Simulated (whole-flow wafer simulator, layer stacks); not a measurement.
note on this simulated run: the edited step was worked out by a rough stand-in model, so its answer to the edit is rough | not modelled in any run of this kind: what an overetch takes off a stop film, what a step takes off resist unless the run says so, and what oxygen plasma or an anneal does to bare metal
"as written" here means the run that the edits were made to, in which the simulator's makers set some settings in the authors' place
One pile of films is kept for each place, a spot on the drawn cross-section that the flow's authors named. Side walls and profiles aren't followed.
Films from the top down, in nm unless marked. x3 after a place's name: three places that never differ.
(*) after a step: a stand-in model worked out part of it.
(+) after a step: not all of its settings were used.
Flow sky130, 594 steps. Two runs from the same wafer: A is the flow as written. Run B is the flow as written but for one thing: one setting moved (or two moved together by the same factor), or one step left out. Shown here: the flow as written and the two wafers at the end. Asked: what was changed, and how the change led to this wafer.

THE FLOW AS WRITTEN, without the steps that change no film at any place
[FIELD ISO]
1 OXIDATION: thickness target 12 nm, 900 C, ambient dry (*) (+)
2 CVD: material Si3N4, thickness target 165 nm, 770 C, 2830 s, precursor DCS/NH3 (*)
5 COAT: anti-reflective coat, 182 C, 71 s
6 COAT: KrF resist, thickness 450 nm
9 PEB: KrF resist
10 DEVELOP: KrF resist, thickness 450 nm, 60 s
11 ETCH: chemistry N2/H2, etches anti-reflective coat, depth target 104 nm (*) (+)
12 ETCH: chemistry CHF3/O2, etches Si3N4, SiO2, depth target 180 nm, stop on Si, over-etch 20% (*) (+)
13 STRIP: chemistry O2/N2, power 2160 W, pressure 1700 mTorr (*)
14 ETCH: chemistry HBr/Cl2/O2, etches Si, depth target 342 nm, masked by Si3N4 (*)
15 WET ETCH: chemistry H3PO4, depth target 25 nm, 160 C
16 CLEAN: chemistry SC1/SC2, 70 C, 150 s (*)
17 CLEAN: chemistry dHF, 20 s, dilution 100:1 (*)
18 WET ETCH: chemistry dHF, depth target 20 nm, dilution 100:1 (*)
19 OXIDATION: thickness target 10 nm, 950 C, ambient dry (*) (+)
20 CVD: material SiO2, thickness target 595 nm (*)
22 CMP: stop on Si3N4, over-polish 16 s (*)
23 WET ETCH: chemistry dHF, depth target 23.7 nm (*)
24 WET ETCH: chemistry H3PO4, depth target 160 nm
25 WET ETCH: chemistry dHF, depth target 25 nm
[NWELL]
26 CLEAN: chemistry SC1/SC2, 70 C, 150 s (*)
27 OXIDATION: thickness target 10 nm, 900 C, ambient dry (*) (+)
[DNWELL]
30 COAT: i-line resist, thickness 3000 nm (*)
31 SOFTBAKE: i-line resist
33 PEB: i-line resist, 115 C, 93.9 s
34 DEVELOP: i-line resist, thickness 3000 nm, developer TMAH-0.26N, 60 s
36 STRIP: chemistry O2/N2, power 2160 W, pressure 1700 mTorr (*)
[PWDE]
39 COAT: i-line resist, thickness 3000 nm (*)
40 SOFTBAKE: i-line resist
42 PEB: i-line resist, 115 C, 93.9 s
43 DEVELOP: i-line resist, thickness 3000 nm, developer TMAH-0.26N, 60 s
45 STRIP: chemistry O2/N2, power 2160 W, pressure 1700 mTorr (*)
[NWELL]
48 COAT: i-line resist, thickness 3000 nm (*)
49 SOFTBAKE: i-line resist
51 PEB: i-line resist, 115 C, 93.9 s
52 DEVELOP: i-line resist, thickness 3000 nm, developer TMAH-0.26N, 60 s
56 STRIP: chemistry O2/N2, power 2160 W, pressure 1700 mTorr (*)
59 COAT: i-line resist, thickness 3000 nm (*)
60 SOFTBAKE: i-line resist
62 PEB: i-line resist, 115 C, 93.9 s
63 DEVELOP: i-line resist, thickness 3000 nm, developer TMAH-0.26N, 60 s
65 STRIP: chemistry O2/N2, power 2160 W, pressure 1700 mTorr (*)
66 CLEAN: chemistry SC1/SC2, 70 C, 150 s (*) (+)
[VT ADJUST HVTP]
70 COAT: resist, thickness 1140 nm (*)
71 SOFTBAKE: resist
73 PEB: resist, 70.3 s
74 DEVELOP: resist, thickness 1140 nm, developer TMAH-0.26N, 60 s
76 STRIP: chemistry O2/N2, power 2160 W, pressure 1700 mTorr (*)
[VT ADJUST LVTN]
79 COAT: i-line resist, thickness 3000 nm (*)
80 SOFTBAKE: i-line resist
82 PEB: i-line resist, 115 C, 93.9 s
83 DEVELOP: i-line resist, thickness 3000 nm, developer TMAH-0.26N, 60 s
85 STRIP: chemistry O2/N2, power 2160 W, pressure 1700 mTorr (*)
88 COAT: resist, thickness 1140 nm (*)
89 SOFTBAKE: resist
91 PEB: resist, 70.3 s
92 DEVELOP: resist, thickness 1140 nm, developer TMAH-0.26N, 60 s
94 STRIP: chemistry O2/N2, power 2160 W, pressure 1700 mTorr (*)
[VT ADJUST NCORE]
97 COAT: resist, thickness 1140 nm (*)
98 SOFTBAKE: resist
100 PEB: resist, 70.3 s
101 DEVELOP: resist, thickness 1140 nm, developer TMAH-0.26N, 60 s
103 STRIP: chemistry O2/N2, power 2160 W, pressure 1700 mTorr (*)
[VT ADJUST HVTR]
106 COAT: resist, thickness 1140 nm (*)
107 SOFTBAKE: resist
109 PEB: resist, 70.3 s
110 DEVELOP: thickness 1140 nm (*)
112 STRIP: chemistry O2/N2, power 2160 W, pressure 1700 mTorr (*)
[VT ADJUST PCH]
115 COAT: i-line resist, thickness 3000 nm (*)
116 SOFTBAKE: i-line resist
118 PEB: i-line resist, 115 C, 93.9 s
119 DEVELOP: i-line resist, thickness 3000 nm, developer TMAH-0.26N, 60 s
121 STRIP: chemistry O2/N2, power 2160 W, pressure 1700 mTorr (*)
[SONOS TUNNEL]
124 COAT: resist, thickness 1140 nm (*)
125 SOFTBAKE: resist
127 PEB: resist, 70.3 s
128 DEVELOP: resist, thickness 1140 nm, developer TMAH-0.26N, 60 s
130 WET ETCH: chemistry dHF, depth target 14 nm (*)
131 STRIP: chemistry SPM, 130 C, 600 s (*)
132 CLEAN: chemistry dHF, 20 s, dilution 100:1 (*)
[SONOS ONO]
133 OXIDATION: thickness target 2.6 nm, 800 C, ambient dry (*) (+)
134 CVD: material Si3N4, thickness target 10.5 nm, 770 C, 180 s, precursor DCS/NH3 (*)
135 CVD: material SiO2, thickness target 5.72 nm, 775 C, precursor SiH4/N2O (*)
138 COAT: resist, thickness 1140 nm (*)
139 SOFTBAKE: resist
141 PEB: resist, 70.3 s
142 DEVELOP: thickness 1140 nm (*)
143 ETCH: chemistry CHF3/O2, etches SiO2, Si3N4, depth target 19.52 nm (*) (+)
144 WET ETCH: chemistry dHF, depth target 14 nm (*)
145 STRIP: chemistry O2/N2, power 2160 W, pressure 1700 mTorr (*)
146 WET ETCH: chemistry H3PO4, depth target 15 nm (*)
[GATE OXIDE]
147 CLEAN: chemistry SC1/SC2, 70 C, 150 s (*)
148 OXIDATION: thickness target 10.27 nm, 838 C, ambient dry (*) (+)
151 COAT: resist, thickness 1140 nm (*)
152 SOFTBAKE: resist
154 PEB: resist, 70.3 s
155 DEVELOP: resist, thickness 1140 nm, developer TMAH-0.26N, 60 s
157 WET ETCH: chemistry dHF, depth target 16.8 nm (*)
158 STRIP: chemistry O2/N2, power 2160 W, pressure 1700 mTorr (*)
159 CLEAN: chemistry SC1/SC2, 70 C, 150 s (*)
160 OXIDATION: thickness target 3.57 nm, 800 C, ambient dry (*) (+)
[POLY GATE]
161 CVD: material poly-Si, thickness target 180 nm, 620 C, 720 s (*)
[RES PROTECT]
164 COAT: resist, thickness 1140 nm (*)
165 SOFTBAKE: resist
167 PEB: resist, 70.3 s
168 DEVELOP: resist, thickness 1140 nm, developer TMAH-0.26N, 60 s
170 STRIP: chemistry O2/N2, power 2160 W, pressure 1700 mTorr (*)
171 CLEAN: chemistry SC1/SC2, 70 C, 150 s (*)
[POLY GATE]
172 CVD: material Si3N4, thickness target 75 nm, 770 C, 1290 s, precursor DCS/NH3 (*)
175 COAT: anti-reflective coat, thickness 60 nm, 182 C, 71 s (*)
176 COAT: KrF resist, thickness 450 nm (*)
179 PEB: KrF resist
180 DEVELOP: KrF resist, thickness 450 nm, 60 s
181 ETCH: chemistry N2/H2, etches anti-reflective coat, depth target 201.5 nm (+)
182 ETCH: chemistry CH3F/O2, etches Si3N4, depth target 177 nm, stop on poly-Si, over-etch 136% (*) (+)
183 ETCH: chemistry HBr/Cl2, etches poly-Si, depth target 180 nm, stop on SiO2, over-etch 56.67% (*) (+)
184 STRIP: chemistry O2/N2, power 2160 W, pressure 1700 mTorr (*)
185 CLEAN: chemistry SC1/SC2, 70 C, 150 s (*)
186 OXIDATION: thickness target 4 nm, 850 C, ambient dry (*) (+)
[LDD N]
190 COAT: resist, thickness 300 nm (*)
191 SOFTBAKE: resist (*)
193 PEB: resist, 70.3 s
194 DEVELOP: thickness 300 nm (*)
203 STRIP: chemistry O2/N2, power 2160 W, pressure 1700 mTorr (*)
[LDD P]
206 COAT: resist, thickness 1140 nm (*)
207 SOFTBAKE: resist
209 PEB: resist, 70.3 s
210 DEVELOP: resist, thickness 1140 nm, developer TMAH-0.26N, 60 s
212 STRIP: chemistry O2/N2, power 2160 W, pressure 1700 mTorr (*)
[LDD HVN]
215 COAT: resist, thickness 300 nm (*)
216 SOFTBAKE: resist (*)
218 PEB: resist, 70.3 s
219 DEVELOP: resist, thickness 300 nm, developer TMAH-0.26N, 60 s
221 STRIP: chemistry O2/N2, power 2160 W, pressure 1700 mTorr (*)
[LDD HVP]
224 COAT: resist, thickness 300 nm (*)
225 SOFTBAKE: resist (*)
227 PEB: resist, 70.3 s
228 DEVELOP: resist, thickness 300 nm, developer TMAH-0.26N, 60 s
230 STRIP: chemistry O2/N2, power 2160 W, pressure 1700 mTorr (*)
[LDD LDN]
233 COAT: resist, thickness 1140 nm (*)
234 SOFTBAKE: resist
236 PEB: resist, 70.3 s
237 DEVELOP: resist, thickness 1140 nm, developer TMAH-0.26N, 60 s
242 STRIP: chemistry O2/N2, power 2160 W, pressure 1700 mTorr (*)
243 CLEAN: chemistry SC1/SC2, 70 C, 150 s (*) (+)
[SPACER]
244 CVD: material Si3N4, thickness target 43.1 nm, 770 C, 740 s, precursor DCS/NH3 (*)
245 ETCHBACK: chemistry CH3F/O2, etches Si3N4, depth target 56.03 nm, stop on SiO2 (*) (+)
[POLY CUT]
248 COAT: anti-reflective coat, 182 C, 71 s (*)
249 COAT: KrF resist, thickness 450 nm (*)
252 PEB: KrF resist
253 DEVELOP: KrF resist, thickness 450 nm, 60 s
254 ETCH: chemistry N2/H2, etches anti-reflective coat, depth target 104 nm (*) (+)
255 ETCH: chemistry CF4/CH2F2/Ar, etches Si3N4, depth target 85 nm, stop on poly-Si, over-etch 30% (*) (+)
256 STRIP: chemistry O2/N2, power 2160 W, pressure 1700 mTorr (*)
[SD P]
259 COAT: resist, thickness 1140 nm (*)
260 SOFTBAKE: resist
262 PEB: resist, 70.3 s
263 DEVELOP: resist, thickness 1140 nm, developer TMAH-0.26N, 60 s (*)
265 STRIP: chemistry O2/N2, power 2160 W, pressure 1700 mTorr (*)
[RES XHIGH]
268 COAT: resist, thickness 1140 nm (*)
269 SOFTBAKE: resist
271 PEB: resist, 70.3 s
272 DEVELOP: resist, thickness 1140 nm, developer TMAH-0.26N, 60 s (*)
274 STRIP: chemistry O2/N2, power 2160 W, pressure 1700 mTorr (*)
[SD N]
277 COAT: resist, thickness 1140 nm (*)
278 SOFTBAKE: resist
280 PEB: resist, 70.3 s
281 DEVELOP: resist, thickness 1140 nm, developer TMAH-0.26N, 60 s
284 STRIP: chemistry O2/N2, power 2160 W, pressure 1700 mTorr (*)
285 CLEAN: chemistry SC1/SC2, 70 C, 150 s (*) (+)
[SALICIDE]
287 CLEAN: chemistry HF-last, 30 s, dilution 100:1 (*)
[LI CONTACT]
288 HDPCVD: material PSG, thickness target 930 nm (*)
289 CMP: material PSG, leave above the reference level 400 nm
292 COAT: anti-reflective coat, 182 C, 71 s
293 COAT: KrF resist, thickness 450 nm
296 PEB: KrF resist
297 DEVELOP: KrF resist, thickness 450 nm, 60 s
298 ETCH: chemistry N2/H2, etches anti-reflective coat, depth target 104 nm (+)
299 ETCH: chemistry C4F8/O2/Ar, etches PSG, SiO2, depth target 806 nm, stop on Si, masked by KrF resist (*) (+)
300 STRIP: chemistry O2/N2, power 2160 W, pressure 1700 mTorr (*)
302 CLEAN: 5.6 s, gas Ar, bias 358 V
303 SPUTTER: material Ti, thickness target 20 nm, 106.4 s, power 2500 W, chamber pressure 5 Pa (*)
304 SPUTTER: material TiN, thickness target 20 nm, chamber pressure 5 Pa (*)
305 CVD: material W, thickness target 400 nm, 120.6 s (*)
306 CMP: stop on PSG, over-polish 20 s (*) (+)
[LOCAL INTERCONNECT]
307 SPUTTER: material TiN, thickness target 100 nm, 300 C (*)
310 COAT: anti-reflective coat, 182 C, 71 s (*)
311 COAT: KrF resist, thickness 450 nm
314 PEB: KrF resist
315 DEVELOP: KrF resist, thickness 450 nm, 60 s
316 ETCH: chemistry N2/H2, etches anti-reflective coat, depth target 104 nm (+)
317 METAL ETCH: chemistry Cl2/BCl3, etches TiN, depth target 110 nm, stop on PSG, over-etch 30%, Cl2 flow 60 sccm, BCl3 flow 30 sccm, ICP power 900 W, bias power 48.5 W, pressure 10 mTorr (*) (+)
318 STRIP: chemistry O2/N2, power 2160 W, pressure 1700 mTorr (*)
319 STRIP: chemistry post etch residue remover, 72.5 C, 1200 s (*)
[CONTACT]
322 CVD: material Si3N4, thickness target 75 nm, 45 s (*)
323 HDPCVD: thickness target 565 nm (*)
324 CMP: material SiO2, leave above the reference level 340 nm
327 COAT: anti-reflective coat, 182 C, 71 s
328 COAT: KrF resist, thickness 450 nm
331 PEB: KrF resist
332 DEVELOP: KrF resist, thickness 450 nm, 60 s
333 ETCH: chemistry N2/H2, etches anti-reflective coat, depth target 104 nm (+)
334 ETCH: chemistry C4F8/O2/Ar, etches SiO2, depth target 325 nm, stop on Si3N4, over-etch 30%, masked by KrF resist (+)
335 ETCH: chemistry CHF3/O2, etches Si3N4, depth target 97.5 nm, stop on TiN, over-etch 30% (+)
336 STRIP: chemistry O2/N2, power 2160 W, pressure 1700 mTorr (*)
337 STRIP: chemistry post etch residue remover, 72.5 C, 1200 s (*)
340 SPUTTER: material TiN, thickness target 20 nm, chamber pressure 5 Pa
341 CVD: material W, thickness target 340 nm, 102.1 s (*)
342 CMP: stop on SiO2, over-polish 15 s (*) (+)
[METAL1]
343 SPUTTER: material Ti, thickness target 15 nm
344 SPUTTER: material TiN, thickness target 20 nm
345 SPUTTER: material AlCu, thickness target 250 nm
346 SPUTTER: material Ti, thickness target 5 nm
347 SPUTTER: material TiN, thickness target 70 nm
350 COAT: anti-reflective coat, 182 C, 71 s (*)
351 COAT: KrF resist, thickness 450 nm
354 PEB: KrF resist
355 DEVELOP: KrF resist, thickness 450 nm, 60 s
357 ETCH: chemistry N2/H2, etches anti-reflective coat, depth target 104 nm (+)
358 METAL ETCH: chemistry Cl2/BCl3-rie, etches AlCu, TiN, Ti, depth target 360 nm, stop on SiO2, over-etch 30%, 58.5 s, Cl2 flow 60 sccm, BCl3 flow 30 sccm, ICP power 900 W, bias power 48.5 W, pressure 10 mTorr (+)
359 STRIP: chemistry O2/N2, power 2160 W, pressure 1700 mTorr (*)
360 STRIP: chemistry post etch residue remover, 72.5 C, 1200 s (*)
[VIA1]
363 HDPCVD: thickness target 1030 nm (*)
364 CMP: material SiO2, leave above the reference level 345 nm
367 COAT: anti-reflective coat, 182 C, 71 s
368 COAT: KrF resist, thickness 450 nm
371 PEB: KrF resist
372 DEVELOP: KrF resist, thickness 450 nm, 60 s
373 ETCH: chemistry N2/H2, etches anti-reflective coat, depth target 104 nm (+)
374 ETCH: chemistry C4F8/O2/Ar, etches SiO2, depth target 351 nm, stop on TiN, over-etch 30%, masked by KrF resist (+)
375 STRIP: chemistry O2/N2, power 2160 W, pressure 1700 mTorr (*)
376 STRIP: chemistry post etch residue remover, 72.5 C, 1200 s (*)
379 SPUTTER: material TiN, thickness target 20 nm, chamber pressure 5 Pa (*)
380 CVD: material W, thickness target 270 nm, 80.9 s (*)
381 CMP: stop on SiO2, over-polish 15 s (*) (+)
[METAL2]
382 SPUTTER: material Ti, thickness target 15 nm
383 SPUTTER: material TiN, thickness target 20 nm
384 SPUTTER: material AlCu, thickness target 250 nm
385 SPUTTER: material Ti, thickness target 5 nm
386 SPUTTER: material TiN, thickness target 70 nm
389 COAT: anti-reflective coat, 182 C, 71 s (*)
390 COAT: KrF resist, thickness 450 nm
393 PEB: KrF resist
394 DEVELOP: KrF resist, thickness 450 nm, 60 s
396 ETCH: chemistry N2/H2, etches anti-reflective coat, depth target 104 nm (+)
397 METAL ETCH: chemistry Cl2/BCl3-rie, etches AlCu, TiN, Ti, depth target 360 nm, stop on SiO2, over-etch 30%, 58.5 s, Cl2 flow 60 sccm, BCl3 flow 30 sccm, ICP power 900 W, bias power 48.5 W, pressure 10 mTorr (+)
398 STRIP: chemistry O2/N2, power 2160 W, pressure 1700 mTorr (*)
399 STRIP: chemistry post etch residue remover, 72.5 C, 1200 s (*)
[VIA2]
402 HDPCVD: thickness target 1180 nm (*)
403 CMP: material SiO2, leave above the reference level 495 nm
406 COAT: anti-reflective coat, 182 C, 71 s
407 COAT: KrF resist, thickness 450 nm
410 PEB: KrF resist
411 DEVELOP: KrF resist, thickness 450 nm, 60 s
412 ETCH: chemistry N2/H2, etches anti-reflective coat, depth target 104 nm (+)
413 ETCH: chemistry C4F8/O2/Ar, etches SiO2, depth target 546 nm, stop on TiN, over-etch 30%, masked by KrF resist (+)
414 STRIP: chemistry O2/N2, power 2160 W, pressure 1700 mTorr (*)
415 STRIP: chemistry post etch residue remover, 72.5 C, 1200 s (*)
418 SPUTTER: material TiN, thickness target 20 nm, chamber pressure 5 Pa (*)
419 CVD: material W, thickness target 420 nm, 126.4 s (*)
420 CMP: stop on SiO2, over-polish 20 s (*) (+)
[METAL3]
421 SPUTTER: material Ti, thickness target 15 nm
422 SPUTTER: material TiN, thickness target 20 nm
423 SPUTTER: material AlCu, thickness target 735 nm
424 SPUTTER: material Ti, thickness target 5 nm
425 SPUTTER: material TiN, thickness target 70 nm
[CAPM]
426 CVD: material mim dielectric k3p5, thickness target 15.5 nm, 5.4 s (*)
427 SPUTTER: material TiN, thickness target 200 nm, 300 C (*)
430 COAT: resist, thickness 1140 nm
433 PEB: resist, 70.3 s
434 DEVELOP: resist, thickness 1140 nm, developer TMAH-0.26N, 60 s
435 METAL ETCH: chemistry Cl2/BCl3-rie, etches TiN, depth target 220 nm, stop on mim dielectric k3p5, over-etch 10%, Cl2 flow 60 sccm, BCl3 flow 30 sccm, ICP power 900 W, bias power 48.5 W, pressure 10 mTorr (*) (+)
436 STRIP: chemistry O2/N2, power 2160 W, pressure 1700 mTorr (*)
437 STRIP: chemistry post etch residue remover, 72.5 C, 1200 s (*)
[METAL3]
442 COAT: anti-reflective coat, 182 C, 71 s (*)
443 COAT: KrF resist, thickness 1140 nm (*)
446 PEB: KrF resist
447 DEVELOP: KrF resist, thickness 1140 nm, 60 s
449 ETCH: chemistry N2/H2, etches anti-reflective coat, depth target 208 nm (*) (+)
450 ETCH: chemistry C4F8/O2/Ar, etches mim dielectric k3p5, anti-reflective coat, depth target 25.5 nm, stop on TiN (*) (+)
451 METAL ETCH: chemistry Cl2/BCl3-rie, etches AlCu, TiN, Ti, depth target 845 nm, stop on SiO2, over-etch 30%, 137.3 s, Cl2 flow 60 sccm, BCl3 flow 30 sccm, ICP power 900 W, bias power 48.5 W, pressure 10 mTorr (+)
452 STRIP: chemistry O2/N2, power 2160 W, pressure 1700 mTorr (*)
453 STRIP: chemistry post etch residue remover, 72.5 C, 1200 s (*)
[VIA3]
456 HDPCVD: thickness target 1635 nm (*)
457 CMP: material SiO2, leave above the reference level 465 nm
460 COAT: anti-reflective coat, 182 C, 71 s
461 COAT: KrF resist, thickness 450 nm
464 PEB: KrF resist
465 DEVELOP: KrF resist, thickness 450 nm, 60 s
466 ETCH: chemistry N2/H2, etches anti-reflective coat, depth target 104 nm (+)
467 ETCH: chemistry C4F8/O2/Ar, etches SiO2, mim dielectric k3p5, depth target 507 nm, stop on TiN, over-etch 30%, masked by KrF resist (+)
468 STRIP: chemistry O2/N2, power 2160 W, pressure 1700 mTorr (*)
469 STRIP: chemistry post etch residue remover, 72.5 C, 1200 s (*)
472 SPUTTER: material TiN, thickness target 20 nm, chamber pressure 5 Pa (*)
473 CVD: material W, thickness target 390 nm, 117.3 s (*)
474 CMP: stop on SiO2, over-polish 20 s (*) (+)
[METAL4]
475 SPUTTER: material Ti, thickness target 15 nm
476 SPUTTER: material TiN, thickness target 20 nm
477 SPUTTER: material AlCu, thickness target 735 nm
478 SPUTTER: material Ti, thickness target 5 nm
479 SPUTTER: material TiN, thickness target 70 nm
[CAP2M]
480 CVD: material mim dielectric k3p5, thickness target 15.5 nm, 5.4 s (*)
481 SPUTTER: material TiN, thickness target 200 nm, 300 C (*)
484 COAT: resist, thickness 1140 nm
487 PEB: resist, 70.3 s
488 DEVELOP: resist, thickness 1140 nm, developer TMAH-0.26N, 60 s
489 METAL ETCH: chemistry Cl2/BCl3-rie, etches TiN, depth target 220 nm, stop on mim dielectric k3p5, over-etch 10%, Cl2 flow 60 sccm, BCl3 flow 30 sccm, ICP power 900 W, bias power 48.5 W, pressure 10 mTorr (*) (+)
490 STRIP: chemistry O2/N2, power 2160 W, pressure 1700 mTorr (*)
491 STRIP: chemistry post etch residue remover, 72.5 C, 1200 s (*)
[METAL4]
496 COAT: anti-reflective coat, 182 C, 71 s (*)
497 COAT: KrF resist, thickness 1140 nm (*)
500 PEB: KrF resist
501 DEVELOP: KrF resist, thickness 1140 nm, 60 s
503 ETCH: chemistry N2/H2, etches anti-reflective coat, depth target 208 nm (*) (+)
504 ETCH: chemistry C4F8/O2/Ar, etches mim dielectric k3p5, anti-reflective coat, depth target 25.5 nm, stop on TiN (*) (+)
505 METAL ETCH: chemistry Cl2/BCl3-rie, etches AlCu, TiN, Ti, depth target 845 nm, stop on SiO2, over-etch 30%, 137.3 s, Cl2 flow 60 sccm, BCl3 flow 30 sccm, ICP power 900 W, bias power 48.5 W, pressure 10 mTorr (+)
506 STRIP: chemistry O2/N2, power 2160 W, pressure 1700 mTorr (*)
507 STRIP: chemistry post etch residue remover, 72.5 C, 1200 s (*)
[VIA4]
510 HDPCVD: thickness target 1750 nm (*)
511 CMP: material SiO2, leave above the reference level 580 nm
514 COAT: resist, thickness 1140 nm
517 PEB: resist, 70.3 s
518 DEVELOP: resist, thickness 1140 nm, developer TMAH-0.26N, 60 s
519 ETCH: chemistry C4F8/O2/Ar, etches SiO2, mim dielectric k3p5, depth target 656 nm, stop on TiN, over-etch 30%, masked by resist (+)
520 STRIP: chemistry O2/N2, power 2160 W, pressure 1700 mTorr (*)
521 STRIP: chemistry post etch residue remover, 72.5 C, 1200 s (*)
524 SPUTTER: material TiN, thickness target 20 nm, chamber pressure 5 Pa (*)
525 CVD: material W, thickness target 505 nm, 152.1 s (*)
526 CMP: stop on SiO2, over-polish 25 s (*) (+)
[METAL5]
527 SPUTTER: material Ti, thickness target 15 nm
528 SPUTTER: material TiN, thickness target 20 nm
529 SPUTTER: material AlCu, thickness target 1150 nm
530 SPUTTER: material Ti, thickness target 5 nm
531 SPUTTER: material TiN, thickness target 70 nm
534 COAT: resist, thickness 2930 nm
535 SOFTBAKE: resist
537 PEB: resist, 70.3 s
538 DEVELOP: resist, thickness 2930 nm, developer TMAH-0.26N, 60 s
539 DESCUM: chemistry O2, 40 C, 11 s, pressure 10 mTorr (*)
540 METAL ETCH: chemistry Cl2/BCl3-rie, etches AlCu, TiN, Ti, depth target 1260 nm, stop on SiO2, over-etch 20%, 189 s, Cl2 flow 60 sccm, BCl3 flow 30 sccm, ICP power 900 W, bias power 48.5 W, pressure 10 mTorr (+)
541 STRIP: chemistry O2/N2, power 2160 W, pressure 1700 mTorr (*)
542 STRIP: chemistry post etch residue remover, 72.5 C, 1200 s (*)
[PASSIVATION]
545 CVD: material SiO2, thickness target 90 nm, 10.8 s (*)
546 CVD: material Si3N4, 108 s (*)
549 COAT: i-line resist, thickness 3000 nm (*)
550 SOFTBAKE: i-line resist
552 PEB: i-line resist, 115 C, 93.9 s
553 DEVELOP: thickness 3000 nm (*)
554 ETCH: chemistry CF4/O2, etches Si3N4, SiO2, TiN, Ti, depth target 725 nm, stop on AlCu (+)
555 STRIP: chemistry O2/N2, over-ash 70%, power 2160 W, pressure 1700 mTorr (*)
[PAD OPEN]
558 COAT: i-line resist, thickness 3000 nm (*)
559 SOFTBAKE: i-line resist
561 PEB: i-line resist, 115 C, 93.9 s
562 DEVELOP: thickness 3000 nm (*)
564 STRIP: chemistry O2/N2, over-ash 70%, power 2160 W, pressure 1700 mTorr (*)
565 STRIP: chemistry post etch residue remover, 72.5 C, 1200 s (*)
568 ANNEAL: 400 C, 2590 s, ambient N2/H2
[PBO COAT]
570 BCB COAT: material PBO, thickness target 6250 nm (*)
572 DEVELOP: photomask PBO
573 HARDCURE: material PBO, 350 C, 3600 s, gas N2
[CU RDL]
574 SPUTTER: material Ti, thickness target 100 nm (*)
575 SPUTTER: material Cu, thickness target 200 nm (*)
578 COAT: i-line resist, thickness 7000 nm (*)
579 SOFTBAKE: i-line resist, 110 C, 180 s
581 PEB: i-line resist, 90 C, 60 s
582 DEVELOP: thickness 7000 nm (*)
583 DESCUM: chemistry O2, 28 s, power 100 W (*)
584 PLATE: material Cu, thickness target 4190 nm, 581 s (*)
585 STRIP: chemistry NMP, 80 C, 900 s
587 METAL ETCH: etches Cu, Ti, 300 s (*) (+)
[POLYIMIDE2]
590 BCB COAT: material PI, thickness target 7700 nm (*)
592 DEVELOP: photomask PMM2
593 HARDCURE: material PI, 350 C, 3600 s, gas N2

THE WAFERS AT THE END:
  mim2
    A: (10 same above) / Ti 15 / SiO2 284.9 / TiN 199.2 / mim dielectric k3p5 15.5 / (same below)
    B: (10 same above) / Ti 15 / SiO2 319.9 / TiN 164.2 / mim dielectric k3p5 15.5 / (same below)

The cause: step 481, SPUTTER: thickness target 165 nm was run, where the flow has thickness target 200 nm.

How the change led to this, step by step:
  481 SPUTTER: material TiN, thickness target 200 nm, 300 C (*)
      field, active, n_well and 189 more: A TiN +200 (new film) | B TiN +165 (new film)
  489 METAL ETCH: chemistry Cl2/BCl3-rie, etches TiN, depth target 220 nm, stop on mim dielectric k3p5, over-etch 10%, Cl2 flow 60 sccm, BCl3 flow 30 sccm, ICP power 900 W, bias power 48.5 W, pressure 10 mTorr (*) (+)
      field, active, n_well and 188 more: A TiN -200 (all of it) | B TiN -165 (all of it)
      mim2: A resist -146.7 | B resist -121
  490 STRIP: chemistry O2/N2, power 2160 W, pressure 1700 mTorr (*)
      mim2: A resist -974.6 (all of it) | B resist -1000.3 (all of it)
  496 COAT: anti-reflective coat, 182 C, 71 s (*)
      iso_guard__w2: A anti-reflective coat +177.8 (new film) | B anti-reflective coat +154.8 (new film)
      mim2: A anti-reflective coat +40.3 (new film) | B anti-reflective coat +32.9 (new film)
  497 COAT: KrF resist, thickness 1140 nm (*)
      mim2: A KrF resist +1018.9 (new film) | B KrF resist +1052 (new film)
  506 STRIP: chemistry O2/N2, power 2160 W, pressure 1700 mTorr (*)
      iso_guard__w2: A KrF resist -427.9 (all of it), anti-reflective coat -177.8 (all of it) | B KrF resist -443.4 (all of it), anti-reflective coat -154.8 (all of it)
      mim2: A KrF resist -372.1 (all of it), anti-reflective coat -40.3 (all of it) | B KrF resist -405.1 (all of it), anti-reflective coat -32.9 (all of it)
  511 CMP: material SiO2, leave above the reference level 580 nm
      mim2: A SiO2 -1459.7 | B SiO2 -1424.7
